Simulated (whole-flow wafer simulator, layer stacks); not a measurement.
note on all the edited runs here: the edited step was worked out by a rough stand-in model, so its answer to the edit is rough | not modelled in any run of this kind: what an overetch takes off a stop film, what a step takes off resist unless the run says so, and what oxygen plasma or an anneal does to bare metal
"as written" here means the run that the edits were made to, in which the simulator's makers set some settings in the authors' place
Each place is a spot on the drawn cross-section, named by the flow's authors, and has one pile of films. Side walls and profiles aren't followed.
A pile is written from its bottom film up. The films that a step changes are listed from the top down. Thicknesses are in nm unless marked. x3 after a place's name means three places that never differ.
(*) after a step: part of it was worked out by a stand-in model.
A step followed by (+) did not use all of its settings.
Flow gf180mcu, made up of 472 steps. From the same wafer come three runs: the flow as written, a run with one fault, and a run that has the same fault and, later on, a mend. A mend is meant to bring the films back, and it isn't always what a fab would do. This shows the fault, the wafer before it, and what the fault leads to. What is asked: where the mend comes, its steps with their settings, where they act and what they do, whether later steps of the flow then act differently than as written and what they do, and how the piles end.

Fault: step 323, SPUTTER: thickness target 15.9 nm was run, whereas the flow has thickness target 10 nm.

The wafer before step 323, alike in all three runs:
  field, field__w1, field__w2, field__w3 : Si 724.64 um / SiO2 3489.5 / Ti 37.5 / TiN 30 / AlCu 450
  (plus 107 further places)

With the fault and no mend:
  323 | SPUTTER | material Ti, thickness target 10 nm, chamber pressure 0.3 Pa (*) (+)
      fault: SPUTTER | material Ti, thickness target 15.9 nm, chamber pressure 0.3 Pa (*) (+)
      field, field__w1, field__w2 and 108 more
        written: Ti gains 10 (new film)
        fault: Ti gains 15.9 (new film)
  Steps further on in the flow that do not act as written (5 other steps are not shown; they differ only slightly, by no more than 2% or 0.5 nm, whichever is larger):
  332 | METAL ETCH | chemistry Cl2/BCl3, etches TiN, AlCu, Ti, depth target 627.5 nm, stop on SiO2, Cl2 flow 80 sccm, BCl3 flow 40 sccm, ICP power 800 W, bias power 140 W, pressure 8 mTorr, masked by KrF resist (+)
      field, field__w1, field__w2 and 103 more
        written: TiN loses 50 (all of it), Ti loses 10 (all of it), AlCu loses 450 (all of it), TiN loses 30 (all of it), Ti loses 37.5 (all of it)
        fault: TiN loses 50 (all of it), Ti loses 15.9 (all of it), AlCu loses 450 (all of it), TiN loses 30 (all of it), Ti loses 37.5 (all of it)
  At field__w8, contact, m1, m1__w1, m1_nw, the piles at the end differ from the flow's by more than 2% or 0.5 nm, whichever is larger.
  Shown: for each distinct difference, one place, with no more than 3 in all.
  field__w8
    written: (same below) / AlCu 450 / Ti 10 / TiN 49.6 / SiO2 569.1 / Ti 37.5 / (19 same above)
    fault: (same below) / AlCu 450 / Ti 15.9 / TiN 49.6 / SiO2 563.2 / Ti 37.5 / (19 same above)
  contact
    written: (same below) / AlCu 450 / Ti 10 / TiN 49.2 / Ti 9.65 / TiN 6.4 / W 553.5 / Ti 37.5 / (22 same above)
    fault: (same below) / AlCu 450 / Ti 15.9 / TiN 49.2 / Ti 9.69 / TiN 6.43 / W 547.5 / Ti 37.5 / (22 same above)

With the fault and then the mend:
  After step 323 comes the mend.
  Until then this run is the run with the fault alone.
  323a | METAL ETCH | chemistry Cl2/BCl3, etches TiN, AlCu, Ti, depth target 5.9 nm, Cl2 flow 80 sccm, BCl3 flow 40 sccm, ICP power 800 W, bias power 140 W, pressure 8 mTorr (a further turn of the flow's step 260, with different settings)
      field, field__w1, field__w2 and 108 more
        Ti loses 5.9
  None of the later steps of the flow acts differently than as written at any place that is followed.
  At every place that both follow, the piles at the end match the flow's.
